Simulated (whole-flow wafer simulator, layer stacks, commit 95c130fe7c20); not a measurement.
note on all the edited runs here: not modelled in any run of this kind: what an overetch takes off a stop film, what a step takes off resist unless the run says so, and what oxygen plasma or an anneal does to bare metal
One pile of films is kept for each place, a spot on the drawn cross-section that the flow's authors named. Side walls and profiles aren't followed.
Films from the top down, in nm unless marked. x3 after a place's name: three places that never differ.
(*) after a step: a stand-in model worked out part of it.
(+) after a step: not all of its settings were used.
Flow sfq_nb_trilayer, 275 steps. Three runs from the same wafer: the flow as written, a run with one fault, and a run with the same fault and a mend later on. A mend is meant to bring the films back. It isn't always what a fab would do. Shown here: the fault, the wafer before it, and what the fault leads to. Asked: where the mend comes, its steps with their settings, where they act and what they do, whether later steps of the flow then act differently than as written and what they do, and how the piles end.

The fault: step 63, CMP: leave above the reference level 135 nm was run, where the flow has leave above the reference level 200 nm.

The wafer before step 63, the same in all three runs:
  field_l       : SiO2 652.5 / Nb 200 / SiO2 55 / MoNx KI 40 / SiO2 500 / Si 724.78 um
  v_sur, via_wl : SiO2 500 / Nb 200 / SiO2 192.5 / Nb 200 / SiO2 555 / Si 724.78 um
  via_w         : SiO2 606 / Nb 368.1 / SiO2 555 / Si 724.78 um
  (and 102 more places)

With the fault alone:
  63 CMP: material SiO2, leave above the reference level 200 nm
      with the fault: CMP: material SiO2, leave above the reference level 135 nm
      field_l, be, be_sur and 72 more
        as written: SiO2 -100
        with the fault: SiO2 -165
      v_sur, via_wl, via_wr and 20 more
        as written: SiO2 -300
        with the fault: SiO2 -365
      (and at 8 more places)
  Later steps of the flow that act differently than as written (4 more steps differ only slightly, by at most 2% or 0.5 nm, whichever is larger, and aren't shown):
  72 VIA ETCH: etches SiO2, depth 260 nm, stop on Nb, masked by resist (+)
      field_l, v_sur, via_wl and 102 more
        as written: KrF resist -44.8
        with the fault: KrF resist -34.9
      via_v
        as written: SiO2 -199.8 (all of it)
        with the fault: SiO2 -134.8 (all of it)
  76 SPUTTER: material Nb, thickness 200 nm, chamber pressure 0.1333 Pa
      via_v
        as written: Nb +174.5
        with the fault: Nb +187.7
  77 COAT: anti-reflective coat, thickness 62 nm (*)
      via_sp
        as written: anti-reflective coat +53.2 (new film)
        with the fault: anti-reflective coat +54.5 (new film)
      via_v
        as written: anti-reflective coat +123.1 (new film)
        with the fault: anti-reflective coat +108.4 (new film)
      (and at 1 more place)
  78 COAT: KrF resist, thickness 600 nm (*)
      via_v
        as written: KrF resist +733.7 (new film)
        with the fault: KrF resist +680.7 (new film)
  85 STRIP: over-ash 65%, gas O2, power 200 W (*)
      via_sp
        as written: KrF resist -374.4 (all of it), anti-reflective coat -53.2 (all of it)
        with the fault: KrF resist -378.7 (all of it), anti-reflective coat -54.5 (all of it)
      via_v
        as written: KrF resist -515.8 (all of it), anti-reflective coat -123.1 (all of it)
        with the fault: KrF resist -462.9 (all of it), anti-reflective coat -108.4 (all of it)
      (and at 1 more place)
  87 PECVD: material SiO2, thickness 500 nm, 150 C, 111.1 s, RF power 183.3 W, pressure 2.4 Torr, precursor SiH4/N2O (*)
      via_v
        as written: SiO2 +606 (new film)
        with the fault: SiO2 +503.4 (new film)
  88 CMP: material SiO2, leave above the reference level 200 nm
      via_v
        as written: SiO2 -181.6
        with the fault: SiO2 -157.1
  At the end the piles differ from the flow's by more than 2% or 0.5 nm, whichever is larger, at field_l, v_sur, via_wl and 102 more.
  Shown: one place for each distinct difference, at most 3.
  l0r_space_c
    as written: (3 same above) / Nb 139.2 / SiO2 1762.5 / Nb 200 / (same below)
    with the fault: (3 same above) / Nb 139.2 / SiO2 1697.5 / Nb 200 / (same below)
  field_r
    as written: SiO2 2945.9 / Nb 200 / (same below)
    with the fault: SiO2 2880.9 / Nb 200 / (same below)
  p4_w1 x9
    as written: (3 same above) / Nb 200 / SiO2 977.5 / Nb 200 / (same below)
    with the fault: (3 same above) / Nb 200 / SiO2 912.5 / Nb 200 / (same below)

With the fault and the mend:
  The mend comes after step 70.
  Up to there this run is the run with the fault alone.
  70a STRIP: over-ash 65%, gas O2, power 200 W (*)
      field_l, v_sur, via_wl and 102 more
        KrF resist -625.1 (all of it), anti-reflective coat -62 (all of it)
      via_v
        anti-reflective coat -62 (all of it)
  70b PECVD: material SiO2, thickness 65 nm, 150 C, 14.44 s, RF power 183.3 W, pressure 2.4 Torr, precursor SiH4/N2O (the flow's step 62 once more, with other settings)
      field_l, v_sur, via_wl and 103 more
        SiO2 +65
  70c COAT: anti-reflective coat, thickness 62 nm (the flow's step 65 once more)
      field_l, v_sur, via_wl and 103 more
        anti-reflective coat +62 (new film)
  70d COAT: KrF resist, thickness 650 nm (the flow's step 66 once more)
      field_l, v_sur, via_wl and 103 more
        KrF resist +650 (new film)
  70e SOFTBAKE: KrF resist (the flow's step 67 once more)
      changes no film at any place that is followed
  70f EXPOSE: photomask I1, dose 11.91 mJ/cm2, NA 0.6, wavelength 248 nm (*) (the flow's step 68 once more)
      changes no film at any place that is followed
  70g PEB: KrF resist, 90 s (the flow's step 69 once more)
      field_l, v_sur, via_wl and 103 more
        KrF resist -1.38
  70h DEVELOP: KrF resist, thickness 650 nm, 60 s (the flow's step 70 once more)
      field_l, v_sur, via_wl and 102 more
        KrF resist -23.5
      via_v
        KrF resist -648.6 (all of it)
  No later step of the flow acts differently than as written, at any place that is followed, by more than 2% or 0.5 nm, whichever is larger.
  At the end the piles differ from the flow's only slightly at the places that both follow, by at most 2% or 0.5 nm, whichever is larger.
